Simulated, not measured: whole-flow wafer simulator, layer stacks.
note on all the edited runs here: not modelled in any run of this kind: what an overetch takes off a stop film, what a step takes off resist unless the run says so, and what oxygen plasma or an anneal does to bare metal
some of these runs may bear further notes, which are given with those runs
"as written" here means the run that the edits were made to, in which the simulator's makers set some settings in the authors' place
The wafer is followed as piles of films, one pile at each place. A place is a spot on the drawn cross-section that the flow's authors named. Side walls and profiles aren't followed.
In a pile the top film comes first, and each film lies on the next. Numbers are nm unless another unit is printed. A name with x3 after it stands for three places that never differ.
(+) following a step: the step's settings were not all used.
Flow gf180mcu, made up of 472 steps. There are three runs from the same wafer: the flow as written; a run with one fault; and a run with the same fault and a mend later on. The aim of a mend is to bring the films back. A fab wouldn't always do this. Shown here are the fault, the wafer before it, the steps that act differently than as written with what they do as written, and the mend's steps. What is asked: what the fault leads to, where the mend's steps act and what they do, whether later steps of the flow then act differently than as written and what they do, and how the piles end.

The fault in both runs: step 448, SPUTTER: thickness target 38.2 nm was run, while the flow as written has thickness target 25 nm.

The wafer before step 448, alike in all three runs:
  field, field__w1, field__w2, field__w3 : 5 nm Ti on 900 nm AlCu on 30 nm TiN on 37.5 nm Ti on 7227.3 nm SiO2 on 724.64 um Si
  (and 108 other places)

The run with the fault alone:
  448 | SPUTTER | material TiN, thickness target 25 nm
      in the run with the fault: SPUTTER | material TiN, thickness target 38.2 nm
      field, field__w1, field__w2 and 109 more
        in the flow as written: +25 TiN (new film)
        in the run with the fault: +38.2 TiN (new film)
  Steps further on in the flow that do not act as written (4 more steps, not shown, differ only slightly: by at most 2% or 0.5 nm, whichever is larger):
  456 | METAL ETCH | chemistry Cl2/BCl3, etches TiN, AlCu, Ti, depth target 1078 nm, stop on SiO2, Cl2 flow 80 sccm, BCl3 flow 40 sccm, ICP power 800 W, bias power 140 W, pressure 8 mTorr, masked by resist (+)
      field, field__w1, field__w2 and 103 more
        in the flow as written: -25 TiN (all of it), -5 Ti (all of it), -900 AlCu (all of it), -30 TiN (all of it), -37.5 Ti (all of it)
        in the run with the fault: -38.2 TiN (all of it), -5 Ti (all of it), -900 AlCu (all of it), -30 TiN (all of it), -37.5 Ti (all of it)
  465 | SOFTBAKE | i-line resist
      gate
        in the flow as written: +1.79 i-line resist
        in the run with the fault: -0.27 i-line resist
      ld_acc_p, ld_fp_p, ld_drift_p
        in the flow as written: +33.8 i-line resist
        in the run with the fault: +27.4 i-line resist
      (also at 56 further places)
  At field__w8, contact, m1, m1__w1, pad, m1_nw, the piles at the end differ from the flow's by more than 2% or 0.5 nm, whichever is larger.
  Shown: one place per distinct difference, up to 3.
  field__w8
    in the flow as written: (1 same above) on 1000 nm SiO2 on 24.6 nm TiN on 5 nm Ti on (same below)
    in the run with the fault: (1 same above) on 1000 nm SiO2 on 37.8 nm TiN on 5 nm Ti on (same below)
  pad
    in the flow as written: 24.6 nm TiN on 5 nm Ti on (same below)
    in the run with the fault: 37.8 nm TiN on 5 nm Ti on (same below)

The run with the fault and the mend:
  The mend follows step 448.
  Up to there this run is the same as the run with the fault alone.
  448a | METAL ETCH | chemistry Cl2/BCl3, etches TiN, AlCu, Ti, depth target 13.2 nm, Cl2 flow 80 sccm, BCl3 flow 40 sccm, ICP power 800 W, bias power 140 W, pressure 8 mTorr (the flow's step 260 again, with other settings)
      field, field__w1, field__w2 and 109 more
        -13.2 TiN
  Later steps of the flow that are run all act as written at every place that is followed.
  The piles end the same as the flow's at every place that both follow.
